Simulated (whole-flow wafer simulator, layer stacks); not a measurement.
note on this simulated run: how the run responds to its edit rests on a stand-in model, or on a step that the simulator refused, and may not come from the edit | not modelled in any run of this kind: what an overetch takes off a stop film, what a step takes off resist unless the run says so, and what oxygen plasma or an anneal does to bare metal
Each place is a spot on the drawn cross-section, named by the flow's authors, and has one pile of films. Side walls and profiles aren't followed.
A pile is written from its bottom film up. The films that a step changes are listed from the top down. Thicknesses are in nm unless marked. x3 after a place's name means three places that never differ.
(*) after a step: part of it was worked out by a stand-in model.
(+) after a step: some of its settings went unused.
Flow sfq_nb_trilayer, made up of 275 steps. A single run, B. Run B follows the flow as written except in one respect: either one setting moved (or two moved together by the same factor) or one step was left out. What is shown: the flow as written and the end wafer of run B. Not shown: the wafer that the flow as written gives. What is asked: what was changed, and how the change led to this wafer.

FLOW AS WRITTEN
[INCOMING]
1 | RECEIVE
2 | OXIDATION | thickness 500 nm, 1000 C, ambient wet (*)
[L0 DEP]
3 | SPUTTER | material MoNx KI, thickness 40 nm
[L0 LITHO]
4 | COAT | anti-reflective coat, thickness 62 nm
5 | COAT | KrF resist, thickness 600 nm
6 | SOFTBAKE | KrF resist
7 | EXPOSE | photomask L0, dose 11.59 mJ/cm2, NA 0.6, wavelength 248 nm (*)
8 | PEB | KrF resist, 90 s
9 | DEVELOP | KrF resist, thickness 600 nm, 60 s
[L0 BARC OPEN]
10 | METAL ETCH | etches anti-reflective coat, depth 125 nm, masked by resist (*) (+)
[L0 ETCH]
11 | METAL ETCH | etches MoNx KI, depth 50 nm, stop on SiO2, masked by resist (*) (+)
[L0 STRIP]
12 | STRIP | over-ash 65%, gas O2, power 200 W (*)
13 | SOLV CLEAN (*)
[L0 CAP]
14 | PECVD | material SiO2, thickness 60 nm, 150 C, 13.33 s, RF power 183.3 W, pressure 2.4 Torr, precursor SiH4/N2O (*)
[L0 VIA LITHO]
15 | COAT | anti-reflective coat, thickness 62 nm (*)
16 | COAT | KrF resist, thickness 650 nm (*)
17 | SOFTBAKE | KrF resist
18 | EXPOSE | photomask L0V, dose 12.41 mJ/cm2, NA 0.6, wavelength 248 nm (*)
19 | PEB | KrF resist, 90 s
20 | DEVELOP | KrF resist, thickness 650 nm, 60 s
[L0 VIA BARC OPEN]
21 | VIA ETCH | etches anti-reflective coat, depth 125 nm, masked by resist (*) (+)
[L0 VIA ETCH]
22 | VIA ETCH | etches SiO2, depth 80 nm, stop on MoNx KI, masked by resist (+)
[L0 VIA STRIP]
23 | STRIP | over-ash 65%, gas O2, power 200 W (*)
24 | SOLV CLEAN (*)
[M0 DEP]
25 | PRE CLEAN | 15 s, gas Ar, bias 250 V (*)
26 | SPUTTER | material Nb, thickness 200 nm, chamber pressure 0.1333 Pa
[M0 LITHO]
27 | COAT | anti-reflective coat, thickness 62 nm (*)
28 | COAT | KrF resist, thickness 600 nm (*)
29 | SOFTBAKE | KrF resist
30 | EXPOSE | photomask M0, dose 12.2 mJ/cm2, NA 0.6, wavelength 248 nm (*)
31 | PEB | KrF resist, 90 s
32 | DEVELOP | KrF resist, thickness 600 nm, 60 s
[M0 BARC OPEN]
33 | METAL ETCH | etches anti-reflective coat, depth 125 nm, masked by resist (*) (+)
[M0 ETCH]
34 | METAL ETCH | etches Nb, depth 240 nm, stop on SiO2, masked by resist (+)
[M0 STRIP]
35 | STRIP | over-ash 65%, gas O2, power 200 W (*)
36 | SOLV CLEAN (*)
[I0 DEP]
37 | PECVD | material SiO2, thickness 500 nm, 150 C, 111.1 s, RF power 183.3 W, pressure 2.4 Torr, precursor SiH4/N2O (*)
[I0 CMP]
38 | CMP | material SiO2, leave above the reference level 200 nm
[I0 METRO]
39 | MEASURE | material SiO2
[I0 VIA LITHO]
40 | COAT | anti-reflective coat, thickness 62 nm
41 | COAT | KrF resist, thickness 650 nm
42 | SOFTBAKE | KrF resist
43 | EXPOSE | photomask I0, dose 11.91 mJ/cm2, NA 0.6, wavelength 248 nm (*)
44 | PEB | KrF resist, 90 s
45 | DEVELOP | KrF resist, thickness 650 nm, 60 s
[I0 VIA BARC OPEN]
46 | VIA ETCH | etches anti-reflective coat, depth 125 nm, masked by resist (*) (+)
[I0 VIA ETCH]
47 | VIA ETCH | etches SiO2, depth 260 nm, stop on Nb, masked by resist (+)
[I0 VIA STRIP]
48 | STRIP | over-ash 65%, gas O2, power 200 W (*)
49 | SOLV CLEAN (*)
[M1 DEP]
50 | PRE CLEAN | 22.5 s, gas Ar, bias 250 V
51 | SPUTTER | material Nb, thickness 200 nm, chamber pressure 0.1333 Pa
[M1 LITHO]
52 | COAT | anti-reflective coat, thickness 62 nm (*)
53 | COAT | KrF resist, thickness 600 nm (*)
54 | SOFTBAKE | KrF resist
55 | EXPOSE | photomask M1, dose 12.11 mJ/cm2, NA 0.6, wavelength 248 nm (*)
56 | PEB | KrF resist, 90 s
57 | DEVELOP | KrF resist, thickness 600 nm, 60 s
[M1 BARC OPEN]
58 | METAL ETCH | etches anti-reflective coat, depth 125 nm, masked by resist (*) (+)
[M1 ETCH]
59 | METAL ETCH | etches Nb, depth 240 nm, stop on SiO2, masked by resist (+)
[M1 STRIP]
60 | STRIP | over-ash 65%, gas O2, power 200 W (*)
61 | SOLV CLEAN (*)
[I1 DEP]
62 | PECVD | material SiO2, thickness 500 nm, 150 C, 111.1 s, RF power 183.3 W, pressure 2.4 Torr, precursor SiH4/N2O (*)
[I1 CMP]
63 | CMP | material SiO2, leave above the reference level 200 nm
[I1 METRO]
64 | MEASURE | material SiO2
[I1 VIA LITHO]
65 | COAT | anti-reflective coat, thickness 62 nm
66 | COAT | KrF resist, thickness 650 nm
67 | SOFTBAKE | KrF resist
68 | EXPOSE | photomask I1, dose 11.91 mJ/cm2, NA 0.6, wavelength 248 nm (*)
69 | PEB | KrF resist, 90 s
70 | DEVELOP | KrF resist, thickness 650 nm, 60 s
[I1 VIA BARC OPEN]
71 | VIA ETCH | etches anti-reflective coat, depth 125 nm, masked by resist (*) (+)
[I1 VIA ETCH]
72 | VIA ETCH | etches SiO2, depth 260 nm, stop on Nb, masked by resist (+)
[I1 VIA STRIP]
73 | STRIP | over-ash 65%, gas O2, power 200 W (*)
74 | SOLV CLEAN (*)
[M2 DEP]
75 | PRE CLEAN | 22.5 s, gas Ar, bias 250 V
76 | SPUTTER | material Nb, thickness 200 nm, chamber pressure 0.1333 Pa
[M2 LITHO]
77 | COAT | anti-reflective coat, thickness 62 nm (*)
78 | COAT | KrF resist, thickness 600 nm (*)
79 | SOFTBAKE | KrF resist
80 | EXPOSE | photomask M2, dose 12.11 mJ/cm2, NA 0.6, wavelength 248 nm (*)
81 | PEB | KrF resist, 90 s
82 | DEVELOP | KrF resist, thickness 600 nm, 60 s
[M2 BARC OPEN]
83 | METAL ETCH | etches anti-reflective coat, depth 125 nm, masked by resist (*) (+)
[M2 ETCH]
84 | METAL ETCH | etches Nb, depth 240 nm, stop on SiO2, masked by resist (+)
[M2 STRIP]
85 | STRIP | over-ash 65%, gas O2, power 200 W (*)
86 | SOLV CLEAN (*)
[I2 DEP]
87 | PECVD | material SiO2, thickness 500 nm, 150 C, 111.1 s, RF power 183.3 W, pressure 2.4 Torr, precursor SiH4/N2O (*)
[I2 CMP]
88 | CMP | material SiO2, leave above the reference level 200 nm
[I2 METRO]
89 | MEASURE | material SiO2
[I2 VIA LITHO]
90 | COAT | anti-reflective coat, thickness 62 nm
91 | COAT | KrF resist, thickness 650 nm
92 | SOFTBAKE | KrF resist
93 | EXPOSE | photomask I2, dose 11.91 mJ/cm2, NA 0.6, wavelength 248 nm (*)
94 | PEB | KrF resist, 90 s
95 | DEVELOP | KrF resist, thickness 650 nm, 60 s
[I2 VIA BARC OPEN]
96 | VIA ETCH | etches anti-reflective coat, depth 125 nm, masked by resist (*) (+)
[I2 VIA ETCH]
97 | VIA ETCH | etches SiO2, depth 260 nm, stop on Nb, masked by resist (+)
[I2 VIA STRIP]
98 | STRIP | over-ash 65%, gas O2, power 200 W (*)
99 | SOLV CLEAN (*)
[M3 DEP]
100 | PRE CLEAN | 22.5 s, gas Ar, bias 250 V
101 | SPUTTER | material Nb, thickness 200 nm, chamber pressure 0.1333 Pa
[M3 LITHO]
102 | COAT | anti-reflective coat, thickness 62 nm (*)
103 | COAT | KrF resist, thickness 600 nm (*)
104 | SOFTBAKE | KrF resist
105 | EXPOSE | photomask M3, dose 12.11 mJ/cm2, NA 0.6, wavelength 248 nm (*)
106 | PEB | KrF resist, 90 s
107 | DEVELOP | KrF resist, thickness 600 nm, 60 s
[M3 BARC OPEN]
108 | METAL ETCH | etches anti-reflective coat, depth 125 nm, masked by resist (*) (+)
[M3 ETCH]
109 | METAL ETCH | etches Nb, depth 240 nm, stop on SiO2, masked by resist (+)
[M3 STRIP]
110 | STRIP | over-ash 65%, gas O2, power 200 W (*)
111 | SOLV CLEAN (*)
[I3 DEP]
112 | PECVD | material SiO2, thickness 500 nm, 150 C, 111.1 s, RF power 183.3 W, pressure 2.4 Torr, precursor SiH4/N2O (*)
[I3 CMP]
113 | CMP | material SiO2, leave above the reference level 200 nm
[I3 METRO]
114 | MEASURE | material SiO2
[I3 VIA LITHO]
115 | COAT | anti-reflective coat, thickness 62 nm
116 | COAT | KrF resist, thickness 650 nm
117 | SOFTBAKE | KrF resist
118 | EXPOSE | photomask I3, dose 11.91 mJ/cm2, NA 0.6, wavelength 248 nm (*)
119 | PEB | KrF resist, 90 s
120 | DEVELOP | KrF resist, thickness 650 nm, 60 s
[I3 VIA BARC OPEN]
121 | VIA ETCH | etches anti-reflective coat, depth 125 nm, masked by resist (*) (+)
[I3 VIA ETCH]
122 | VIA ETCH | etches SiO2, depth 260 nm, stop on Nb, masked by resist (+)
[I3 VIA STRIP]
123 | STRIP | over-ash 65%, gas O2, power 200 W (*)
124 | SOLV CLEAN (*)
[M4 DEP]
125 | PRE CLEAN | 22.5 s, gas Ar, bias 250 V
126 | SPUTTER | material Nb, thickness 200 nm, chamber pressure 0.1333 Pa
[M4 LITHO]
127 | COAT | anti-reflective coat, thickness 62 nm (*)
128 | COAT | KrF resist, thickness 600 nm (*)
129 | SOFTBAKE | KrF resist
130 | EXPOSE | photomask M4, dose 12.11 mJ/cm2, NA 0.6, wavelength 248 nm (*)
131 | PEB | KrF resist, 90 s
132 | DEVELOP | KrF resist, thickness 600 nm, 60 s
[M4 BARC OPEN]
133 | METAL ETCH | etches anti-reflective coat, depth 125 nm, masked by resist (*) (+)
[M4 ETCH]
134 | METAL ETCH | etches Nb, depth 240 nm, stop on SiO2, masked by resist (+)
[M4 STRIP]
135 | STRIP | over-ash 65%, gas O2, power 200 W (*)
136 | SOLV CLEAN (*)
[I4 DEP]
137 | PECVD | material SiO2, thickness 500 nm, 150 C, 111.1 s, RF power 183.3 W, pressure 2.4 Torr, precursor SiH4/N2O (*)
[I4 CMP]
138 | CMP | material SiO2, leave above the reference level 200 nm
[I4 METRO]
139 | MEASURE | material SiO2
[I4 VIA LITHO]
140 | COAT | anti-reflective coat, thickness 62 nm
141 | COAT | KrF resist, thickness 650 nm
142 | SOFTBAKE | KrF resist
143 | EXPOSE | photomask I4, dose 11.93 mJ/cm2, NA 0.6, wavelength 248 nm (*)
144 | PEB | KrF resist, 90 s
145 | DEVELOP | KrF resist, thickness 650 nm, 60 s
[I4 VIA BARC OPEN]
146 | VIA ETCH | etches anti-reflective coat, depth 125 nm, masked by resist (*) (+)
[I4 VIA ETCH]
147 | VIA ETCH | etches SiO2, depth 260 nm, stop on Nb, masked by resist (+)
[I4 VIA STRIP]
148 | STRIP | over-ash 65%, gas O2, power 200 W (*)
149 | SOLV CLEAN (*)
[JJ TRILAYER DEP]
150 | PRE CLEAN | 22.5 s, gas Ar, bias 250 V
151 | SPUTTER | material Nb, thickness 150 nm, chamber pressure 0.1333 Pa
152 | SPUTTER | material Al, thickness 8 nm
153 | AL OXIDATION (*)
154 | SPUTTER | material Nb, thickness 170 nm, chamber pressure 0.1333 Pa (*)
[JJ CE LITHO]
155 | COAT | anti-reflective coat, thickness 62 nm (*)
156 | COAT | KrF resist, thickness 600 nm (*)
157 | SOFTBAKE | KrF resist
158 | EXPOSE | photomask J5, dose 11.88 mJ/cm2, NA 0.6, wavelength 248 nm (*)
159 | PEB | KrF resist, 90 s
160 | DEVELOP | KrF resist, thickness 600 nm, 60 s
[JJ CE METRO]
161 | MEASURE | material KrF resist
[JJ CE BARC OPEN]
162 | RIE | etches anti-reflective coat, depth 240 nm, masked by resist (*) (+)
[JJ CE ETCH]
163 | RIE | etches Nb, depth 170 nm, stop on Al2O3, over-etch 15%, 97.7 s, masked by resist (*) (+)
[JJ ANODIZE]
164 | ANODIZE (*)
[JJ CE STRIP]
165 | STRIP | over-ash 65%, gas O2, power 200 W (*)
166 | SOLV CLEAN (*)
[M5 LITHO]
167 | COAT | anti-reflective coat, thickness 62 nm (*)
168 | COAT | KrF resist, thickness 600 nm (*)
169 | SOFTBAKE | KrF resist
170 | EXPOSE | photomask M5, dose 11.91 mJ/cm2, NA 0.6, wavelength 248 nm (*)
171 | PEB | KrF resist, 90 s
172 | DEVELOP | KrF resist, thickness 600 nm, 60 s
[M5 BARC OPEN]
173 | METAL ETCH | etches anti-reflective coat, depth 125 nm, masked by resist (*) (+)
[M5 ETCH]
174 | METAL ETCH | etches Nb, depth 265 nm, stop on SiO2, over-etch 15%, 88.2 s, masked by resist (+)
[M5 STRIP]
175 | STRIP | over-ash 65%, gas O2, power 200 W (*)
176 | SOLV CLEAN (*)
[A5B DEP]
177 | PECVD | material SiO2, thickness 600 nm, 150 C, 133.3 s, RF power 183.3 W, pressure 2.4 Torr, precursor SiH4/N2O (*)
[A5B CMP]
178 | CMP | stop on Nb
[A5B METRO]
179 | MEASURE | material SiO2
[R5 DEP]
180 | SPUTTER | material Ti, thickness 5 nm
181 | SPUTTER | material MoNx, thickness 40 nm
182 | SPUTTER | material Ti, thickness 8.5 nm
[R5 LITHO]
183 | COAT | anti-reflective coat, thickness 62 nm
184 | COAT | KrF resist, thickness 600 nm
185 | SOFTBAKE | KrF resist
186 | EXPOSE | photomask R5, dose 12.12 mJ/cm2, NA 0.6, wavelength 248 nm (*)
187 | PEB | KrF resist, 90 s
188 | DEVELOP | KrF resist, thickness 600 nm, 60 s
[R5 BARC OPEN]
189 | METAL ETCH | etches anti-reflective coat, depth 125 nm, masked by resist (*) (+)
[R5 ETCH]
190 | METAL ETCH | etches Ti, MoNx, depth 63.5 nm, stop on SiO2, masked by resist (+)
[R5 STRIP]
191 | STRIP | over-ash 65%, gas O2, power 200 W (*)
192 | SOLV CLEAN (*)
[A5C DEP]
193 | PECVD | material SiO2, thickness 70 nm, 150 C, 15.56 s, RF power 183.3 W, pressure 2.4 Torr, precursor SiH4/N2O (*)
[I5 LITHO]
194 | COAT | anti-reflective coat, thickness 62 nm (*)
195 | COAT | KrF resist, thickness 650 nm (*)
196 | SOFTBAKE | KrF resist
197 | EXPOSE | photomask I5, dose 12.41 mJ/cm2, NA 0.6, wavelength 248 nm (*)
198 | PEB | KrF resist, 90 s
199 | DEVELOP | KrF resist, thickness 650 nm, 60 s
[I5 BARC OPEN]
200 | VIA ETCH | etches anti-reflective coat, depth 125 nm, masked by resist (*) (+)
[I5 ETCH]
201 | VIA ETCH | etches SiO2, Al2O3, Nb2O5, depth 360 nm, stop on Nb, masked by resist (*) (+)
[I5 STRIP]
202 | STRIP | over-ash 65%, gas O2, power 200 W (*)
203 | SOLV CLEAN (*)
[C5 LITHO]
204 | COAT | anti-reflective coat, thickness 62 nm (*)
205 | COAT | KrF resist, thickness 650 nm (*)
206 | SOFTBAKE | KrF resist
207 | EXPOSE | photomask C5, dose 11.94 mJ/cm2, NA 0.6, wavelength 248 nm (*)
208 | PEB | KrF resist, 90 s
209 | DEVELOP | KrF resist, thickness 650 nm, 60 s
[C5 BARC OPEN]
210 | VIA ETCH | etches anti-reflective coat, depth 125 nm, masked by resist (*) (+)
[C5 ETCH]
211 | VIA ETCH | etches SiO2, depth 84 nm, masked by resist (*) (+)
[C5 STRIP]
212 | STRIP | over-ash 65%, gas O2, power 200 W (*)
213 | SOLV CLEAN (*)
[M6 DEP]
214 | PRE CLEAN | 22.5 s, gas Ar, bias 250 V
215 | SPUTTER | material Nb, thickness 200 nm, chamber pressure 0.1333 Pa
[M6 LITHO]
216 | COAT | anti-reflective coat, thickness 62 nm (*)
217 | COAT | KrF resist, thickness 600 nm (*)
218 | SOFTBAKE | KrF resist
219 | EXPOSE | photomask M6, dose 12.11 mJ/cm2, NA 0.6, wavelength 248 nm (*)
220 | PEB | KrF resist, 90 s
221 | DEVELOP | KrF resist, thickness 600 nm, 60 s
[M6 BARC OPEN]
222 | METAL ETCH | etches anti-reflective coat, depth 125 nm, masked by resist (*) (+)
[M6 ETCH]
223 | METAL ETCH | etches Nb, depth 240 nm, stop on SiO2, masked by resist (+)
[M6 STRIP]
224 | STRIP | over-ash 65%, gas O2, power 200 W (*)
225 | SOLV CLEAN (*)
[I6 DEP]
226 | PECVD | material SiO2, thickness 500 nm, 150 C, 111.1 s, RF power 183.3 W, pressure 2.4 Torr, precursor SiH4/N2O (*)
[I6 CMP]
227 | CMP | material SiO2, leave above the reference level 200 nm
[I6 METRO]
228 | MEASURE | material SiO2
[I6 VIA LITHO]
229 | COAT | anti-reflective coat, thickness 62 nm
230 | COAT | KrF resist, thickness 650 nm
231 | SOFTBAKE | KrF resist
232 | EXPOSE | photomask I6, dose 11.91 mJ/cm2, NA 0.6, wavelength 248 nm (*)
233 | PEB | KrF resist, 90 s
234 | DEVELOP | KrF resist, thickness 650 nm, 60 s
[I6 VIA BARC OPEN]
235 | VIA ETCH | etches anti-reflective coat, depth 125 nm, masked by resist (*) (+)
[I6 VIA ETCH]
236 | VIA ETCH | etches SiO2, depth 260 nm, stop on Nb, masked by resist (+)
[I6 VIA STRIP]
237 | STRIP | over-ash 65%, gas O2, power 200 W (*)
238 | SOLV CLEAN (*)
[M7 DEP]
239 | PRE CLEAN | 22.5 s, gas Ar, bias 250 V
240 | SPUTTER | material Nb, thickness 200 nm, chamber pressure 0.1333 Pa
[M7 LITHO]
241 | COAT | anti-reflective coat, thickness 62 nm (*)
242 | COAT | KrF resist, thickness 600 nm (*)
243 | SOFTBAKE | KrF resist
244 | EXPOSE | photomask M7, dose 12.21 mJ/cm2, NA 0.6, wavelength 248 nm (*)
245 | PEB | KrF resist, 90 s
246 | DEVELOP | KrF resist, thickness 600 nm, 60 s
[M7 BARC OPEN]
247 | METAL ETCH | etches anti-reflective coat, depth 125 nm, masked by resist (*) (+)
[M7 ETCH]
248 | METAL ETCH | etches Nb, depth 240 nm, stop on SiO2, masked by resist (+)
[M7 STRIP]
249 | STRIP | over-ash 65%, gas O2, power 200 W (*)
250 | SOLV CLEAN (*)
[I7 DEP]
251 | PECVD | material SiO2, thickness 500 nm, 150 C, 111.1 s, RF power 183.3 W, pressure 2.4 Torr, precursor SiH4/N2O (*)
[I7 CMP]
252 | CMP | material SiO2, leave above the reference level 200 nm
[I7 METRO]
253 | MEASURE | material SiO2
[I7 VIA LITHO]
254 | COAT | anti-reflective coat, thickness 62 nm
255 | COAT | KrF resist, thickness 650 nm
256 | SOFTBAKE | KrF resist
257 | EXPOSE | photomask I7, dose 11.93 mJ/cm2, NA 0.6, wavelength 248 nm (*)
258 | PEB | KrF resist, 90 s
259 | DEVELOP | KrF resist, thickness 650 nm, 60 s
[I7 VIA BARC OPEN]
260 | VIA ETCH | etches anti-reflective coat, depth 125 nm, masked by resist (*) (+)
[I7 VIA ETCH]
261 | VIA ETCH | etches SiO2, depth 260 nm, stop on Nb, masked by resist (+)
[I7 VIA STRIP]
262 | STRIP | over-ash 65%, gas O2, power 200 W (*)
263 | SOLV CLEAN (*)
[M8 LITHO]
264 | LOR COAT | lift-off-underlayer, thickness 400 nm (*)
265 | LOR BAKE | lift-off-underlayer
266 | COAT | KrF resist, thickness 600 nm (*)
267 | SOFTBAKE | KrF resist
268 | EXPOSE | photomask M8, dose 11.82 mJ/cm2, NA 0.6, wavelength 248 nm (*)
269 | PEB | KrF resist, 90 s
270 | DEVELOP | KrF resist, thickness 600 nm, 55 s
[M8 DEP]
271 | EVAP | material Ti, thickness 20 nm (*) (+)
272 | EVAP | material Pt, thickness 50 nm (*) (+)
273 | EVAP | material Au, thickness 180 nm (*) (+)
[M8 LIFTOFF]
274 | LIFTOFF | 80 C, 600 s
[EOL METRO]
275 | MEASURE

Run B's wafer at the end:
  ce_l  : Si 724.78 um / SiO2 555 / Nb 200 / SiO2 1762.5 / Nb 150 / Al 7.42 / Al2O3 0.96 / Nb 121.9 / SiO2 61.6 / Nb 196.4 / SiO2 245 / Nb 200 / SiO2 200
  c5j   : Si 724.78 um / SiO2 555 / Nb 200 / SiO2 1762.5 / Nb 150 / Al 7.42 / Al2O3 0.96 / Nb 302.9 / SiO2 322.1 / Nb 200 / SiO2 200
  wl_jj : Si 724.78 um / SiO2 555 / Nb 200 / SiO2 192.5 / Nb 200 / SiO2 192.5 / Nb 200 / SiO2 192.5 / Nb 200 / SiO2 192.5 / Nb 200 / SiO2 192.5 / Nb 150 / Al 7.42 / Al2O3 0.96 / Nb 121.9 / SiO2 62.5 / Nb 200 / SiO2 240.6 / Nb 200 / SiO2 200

What caused this: step 190, METAL ETCH: depth 101.6 nm was run, though the flow has depth 63.5 nm.

How this came from the change, step by step:
  190 | METAL ETCH | etches Ti, MoNx, depth 63.5 nm, stop on SiO2, masked by resist (+)
      be_r, r_sur, res, r_end, r5r_line_l, r5r_line_c, r5r_line_r: -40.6 KrF resist (in the flow as written it would be: -25.4 KrF resist)
      ce_l, c5j, ce_r, wl_jj: -8.5 Ti (all of it), -40 MoNx (all of it), -5 Ti (all of it), -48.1 Nb (in the flow as written it would be: -8.5 Ti (all of it), -40 MoNx (all of it), -5 Ti (all of it), -10 Nb)
  191 | STRIP | over-ash 65%, gas O2, power 200 W (*)
      be_r, r_sur, res, r_end, r5r_line_l, r5r_line_c, r5r_line_r: -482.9 KrF resist (all of it), -62 anti-reflective coat (all of it) (in the flow as written it would be: -498.2 KrF resist (all of it), -62 anti-reflective coat (all of it))
  194 | COAT | anti-reflective coat, thickness 62 nm (*)
      wl_j_sl, wl_j_sr: +54.5 anti-reflective coat (new film) (in the flow as written it would be: +60.2 anti-reflective coat (new film))
      jj_sur: +54.9 anti-reflective coat (new film) (in the flow as written it would be: +60.8 anti-reflective coat (new film))
      (also at 5 further places)
  195 | COAT | KrF resist, thickness 650 nm (*)
      c5j: +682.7 KrF resist (new film) (in the flow as written it would be: +662.7 KrF resist (new film))
      wl_jj: +673.6 KrF resist (new film) (in the flow as written it would be: +654.8 KrF resist (new film))
  202 | STRIP | over-ash 65%, gas O2, power 200 W (*)
      wl_j_sl, wl_j_sr: -332.9 KrF resist (all of it), -54.5 anti-reflective coat (all of it) (in the flow as written it would be: -333.3 KrF resist (all of it), -60.2 anti-reflective coat (all of it))
      jj_sur: -337.2 KrF resist (all of it), -54.9 anti-reflective coat (all of it) (in the flow as written it would be: -337.2 KrF resist (all of it), -60.8 anti-reflective coat (all of it))
      (also at 5 further places)
  204 | COAT | anti-reflective coat, thickness 62 nm (*)
      wl_j_sl, wl_j_sr: +54.5 anti-reflective coat (new film) (in the flow as written it would be: +60.2 anti-reflective coat (new film))
      jj_sur: +53.7 anti-reflective coat (new film) (in the flow as written it would be: +59.5 anti-reflective coat (new film))
      (also at 5 further places)
  205 | COAT | KrF resist, thickness 650 nm (*)
      c5j: +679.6 KrF resist (new film) (in the flow as written it would be: +659.4 KrF resist (new film))
      wl_jj: +673.6 KrF resist (new film) (in the flow as written it would be: +654.8 KrF resist (new film))
  209 | DEVELOP | KrF resist, thickness 650 nm, 60 s
      c5j: -678.2 KrF resist (all of it) (in the flow as written it would be: -658.1 KrF resist (all of it))
  210 | VIA ETCH | etches anti-reflective coat, depth 125 nm, masked by resist (*) (+)
      c5j: -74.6 anti-reflective coat (all of it) (in the flow as written it would be: -63.9 anti-reflective coat (all of it), -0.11 SiO2)
  212 | STRIP | over-ash 65%, gas O2, power 200 W (*)
      wl_j_sl, wl_j_sr: -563 KrF resist (all of it), -54.5 anti-reflective coat (all of it) (in the flow as written it would be: -563.4 KrF resist (all of it), -60.2 anti-reflective coat (all of it))
      jj_sur: -561.9 KrF resist (all of it), -53.7 anti-reflective coat (all of it) (in the flow as written it would be: -562 KrF resist (all of it), -59.5 anti-reflective coat (all of it))
      (also at 4 further places)
  216 | COAT | anti-reflective coat, thickness 62 nm (*)
      wl_j_sl, wl_j_sr: +54.8 anti-reflective coat (new film) (in the flow as written it would be: +60.2 anti-reflective coat (new film))
      jj_sur: +50.4 anti-reflective coat (new film) (in the flow as written it would be: +56.1 anti-reflective coat (new film))
      (also at 5 further places)
  217 | COAT | KrF resist, thickness 600 nm (*)
      ce_l: +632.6 KrF resist (new film) (in the flow as written it would be: +614.7 KrF resist (new film))
      c5j: +657.4 KrF resist (new film) (in the flow as written it would be: +636 KrF resist (new film))
      (also at 2 further places)
  224 | STRIP | over-ash 65%, gas O2, power 200 W (*)
      wl_j_sl, wl_j_sr: -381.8 KrF resist (all of it), -54.8 anti-reflective coat (all of it) (in the flow as written it would be: -382.5 KrF resist (all of it), -60.2 anti-reflective coat (all of it))
      jj_sur: -377.8 KrF resist (all of it), -50.4 anti-reflective coat (all of it) (in the flow as written it would be: -378.5 KrF resist (all of it), -56.1 anti-reflective coat (all of it))
      (also at 5 further places)
  227 | CMP | material SiO2, leave above the reference level 200 nm
      ce_l, ce_r: -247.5 SiO2 (in the flow as written it would be: -290 SiO2)
      c5j: -180.5 SiO2 (in the flow as written it would be: -223 SiO2)
      (also at 1 further place)
